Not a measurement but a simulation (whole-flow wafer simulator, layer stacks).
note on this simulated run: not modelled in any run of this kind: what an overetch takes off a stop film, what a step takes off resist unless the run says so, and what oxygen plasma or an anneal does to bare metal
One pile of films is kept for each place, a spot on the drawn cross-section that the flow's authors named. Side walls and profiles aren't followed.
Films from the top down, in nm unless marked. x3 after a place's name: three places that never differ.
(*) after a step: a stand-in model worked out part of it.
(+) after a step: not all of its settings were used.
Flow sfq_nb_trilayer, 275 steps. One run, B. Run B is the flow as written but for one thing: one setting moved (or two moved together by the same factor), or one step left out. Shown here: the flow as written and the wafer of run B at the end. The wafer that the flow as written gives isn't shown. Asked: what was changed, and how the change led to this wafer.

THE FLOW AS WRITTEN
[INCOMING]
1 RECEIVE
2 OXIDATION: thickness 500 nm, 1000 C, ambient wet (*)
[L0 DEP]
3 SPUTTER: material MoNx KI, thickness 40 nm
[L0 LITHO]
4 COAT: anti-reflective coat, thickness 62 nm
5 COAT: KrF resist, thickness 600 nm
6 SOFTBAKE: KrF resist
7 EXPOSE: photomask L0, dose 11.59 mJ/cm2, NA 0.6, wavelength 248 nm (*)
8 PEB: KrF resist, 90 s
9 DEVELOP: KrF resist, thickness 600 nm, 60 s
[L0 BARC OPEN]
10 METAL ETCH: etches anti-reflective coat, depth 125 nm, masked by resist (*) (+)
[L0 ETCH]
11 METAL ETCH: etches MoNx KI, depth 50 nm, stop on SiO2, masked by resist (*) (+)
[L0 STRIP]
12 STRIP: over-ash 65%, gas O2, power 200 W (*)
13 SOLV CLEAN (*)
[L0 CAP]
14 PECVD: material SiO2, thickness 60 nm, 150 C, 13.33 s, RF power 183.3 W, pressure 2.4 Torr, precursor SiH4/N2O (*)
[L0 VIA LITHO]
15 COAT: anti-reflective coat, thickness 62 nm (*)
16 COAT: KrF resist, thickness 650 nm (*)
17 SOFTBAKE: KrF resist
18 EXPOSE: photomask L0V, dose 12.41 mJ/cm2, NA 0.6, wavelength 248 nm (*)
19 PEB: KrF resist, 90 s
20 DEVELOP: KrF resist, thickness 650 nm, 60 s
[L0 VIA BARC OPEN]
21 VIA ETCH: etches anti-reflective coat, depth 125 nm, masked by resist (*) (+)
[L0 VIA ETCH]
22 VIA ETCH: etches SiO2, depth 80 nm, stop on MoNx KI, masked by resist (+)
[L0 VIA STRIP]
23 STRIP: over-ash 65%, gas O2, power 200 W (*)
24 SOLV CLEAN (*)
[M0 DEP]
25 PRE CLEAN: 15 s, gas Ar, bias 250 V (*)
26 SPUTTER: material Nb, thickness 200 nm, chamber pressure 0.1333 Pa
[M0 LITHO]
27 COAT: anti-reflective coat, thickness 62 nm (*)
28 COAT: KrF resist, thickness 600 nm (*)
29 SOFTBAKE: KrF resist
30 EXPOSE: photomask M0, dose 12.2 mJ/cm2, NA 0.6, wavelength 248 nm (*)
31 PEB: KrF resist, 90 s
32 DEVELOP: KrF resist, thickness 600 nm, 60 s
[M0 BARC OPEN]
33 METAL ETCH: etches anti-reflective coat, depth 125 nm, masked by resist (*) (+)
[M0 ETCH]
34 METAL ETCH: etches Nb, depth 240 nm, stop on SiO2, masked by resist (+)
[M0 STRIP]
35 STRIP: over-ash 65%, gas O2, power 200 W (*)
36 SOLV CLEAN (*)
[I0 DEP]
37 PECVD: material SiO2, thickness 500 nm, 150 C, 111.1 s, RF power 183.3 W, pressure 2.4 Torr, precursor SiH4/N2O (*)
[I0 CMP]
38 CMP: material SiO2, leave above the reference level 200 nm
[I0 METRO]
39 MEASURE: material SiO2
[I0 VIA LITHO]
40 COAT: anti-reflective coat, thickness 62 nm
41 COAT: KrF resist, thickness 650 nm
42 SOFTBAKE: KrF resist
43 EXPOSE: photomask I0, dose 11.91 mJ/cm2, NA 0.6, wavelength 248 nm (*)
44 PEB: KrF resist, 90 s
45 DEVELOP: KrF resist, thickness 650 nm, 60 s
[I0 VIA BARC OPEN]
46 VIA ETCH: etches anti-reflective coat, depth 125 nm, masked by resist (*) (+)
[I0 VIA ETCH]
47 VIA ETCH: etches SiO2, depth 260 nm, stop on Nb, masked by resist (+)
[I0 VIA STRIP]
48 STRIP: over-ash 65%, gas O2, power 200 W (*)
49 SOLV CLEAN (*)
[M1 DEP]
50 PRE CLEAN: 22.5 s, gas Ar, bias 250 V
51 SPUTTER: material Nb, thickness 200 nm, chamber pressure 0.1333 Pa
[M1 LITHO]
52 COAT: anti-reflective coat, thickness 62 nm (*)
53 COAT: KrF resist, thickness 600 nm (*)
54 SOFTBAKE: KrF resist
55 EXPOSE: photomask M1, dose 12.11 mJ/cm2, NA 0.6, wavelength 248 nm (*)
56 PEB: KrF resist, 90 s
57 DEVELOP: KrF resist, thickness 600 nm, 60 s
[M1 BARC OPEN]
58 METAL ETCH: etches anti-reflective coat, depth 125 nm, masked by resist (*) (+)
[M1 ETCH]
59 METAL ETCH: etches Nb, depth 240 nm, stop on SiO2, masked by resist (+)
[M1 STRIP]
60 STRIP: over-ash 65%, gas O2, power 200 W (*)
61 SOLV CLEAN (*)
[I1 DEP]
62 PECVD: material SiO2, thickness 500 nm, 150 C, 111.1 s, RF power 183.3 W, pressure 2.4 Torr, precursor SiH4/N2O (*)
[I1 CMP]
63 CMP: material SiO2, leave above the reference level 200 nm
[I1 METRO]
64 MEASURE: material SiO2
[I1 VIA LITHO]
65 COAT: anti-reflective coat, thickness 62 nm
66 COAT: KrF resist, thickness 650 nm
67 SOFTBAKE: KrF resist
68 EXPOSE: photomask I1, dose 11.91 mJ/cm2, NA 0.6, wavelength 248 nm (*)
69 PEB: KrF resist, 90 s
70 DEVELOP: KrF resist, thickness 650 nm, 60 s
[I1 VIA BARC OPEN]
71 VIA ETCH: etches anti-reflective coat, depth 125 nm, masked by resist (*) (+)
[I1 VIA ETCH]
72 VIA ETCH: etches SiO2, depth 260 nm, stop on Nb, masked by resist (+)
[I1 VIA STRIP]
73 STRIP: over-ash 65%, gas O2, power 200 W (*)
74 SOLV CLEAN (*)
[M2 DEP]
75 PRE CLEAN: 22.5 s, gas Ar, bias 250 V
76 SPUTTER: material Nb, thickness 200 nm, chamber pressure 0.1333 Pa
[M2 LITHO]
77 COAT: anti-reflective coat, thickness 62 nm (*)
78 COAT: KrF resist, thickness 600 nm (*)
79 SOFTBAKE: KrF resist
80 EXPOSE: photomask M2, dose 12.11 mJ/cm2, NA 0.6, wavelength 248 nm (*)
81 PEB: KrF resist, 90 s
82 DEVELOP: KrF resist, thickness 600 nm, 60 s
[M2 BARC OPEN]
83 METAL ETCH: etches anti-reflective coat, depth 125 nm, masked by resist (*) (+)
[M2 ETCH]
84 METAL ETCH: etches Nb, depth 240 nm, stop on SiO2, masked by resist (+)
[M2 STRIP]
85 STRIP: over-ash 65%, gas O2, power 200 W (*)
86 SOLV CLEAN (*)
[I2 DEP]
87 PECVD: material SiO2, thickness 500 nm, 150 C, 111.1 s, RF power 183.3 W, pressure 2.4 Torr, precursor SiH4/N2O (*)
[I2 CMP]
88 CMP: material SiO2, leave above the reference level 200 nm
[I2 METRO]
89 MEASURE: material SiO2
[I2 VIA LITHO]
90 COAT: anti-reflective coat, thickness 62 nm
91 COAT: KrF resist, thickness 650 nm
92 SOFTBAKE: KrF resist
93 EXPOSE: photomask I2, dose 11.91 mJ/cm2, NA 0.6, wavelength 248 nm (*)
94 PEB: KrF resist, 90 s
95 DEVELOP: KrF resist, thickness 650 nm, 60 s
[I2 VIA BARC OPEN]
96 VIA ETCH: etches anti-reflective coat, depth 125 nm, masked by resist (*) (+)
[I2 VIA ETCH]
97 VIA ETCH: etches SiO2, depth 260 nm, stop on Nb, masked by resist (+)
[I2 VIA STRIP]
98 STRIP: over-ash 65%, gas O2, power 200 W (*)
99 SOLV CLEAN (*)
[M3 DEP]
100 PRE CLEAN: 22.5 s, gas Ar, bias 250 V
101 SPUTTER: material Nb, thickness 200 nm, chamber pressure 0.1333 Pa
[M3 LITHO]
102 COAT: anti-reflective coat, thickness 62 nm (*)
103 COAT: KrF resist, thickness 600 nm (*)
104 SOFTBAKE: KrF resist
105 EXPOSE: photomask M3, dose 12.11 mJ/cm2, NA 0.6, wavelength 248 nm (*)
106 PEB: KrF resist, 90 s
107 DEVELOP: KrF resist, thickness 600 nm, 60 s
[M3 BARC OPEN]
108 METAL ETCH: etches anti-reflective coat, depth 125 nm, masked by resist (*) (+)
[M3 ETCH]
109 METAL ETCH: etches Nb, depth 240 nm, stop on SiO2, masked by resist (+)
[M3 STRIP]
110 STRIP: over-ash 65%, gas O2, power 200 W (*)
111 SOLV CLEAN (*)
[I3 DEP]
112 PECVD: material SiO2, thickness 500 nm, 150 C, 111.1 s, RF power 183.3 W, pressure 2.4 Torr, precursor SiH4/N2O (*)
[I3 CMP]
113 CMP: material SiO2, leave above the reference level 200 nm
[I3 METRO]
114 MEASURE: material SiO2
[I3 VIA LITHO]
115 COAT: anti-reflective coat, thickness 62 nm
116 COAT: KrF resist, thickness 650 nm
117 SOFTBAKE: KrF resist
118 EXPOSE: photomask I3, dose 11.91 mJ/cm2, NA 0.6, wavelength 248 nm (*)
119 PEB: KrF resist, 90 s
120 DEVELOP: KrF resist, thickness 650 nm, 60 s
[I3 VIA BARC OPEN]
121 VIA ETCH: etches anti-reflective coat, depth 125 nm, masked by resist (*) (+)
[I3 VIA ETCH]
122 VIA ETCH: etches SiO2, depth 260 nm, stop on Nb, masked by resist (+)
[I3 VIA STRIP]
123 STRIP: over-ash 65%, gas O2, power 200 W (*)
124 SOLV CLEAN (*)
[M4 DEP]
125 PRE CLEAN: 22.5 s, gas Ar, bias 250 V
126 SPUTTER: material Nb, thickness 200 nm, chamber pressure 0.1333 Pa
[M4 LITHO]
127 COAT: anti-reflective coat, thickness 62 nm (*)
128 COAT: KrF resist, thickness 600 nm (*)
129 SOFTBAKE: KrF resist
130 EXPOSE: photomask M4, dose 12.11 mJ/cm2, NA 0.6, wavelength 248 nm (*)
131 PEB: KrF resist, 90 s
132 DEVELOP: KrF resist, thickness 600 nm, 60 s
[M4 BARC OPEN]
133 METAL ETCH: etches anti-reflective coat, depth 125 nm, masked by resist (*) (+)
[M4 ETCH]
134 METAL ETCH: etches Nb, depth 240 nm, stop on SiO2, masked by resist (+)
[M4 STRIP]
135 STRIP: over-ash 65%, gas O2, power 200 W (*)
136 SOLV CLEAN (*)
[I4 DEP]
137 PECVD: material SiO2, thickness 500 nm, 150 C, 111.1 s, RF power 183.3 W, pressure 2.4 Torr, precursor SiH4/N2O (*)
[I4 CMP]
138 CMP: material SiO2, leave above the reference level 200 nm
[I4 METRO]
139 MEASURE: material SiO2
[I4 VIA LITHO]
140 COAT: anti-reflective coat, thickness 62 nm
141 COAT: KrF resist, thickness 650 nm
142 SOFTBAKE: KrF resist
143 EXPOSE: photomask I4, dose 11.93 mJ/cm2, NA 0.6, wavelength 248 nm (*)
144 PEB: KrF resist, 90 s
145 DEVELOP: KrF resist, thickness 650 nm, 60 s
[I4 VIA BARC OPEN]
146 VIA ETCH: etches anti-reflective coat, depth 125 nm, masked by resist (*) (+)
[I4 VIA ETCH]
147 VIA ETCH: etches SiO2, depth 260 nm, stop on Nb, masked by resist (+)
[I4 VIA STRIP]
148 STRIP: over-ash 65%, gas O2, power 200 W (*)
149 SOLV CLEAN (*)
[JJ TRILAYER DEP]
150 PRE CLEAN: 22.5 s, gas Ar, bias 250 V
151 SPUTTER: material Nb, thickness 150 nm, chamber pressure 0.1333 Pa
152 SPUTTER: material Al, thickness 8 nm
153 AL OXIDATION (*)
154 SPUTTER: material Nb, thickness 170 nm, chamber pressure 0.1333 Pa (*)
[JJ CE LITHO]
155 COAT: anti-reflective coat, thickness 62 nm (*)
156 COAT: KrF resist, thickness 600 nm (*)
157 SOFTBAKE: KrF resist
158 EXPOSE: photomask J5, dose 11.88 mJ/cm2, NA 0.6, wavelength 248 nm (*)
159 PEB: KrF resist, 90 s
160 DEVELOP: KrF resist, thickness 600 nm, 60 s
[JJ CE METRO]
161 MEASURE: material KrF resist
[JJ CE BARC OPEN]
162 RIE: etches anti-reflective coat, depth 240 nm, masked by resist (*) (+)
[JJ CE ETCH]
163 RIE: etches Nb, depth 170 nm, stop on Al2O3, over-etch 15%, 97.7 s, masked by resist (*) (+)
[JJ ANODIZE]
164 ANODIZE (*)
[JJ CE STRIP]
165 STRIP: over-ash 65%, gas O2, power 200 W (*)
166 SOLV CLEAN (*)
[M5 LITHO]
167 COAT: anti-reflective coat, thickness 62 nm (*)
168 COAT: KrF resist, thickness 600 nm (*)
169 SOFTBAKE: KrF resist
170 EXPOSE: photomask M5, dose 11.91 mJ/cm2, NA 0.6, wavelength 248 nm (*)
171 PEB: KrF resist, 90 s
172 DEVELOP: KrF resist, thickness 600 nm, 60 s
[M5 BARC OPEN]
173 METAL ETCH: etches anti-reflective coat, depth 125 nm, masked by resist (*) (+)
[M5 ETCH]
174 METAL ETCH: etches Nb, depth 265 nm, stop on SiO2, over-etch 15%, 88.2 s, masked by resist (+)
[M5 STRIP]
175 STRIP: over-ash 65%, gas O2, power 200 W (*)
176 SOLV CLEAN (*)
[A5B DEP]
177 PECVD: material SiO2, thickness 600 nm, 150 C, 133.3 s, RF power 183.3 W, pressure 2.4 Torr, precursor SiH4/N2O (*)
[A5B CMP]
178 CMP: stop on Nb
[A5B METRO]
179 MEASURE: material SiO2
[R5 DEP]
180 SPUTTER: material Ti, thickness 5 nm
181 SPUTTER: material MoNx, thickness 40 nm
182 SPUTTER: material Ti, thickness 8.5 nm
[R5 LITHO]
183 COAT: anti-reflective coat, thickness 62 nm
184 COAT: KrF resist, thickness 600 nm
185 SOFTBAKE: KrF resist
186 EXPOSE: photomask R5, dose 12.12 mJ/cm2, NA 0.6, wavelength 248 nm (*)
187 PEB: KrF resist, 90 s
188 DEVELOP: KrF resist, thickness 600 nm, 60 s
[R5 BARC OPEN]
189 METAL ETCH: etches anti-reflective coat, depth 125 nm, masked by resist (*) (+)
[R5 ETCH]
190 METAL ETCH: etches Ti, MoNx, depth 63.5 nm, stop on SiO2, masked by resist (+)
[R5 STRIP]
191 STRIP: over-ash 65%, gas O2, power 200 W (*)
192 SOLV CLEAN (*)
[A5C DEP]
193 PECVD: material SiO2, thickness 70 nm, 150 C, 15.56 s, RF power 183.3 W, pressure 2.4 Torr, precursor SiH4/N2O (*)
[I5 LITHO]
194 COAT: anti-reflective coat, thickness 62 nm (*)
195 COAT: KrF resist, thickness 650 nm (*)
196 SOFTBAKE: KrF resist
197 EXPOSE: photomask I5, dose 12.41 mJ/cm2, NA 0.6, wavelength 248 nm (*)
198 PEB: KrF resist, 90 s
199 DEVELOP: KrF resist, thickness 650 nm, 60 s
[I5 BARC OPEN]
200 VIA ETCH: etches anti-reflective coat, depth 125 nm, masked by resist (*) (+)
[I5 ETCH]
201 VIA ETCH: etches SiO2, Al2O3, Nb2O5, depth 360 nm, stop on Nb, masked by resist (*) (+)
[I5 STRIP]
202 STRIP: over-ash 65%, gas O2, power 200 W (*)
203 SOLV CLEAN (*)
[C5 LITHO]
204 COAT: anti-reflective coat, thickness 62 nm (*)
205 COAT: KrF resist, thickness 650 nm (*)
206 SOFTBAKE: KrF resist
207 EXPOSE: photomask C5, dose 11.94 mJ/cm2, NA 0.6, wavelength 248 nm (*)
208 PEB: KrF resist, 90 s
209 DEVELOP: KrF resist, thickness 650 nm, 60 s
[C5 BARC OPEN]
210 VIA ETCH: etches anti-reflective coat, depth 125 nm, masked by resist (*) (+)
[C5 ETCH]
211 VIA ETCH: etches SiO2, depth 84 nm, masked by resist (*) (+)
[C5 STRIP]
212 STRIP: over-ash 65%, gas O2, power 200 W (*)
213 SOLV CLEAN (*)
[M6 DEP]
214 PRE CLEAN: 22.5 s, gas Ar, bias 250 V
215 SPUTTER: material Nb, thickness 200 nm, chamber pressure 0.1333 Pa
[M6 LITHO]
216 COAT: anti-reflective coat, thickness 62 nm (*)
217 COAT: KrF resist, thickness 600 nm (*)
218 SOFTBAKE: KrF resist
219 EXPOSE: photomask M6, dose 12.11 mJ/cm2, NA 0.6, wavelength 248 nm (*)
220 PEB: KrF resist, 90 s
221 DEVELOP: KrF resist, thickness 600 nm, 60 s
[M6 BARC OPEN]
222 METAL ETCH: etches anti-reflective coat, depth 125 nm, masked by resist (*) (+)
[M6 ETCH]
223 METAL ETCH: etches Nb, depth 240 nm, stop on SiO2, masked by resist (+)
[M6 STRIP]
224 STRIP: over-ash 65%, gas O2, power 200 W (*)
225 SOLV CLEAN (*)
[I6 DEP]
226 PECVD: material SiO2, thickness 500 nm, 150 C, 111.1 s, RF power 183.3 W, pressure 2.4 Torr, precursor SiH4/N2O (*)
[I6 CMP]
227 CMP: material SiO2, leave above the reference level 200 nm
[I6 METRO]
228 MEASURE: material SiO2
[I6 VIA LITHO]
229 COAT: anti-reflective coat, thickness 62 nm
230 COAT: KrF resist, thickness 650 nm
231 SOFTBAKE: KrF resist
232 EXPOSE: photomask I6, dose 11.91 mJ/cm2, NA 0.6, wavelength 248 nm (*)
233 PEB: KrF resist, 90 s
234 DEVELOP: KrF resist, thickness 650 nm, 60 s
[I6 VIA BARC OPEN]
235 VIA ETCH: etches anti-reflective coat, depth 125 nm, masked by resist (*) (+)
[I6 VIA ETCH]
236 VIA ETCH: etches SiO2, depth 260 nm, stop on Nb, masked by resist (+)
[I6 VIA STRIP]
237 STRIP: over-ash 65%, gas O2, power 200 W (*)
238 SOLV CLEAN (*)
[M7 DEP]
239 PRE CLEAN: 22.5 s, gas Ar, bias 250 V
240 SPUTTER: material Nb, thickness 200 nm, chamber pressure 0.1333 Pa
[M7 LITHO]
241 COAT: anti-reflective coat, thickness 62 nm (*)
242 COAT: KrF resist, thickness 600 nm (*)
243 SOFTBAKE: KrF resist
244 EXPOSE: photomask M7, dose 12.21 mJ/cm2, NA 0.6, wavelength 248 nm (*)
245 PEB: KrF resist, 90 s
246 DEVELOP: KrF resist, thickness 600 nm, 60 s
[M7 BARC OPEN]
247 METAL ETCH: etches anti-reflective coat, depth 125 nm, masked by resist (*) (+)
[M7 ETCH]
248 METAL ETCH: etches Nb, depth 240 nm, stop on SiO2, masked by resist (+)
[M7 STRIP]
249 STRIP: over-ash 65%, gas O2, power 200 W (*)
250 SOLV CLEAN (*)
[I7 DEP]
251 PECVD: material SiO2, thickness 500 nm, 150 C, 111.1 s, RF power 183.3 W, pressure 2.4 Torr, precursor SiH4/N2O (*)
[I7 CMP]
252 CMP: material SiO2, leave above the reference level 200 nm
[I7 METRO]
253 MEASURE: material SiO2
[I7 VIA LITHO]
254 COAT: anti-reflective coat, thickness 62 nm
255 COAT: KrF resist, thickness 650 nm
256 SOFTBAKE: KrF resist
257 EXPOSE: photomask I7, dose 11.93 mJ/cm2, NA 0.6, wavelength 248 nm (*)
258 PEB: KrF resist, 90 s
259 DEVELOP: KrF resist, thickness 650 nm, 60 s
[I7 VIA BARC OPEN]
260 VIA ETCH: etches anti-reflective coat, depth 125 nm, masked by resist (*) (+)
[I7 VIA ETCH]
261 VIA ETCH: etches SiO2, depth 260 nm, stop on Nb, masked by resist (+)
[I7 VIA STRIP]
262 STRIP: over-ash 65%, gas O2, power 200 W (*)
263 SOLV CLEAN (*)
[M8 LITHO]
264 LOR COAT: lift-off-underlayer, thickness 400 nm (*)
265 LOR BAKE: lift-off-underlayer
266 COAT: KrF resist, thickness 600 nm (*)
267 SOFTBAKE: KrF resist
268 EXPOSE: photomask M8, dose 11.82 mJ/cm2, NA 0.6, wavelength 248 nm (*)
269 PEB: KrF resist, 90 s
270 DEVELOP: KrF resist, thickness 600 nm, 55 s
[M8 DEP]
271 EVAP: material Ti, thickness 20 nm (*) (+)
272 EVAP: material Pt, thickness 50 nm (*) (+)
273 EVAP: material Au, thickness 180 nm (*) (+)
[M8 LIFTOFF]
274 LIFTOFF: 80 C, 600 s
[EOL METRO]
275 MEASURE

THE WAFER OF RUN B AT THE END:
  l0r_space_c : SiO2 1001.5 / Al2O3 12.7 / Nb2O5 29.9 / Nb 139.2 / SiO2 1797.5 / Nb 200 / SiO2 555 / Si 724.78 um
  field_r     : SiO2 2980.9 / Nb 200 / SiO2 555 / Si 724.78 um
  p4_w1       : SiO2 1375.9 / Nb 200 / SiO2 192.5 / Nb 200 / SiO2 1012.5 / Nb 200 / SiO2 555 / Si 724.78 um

The cause: step 88, CMP: leave above the reference level 235 nm was run, where the flow has leave above the reference level 200 nm.

How the change led to this, step by step:
  88 CMP: material SiO2, leave above the reference level 200 nm
      field_l, be, be_sur and 81 more: SiO2 -65 (as written it would be: SiO2 -100)
      v_sur, via_wl, via_w and 18 more: SiO2 -265 (as written it would be: SiO2 -300)
      (and at 1 more place)
  97 VIA ETCH: etches SiO2, depth 260 nm, stop on Nb, masked by resist (+)
      via_w: SiO2 -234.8 (all of it) (as written it would be: SiO2 -199.8 (all of it))
  101 SPUTTER: material Nb, thickness 200 nm, chamber pressure 0.1333 Pa
      via_w: Nb +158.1 (as written it would be: Nb +165.5)
  102 COAT: anti-reflective coat, thickness 62 nm (*)
      via_wl, via_wr: anti-reflective coat +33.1 (new film) (as written it would be: anti-reflective coat +34.2 (new film))
      via_w: anti-reflective coat +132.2 (new film) (as written it would be: anti-reflective coat +124.8 (new film))
  103 COAT: KrF resist, thickness 600 nm (*)
      via_w: KrF resist +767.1 (new film) (as written it would be: KrF resist +737.9 (new film))
  110 STRIP: over-ash 65%, gas O2, power 200 W (*)
      via_wl, via_wr: KrF resist -380.7 (all of it), anti-reflective coat -33.1 (all of it) (as written it would be: KrF resist -384.2 (all of it), anti-reflective coat -34.2 (all of it))
      via_w: KrF resist -549.1 (all of it), anti-reflective coat -132.2 (all of it) (as written it would be: KrF resist -520 (all of it), anti-reflective coat -124.8 (all of it))
  112 PECVD: material SiO2, thickness 500 nm, 150 C, 111.1 s, RF power 183.3 W, pressure 2.4 Torr, precursor SiH4/N2O (*)
      via_w: SiO2 +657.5 (new film) (as written it would be: SiO2 +615 (new film))
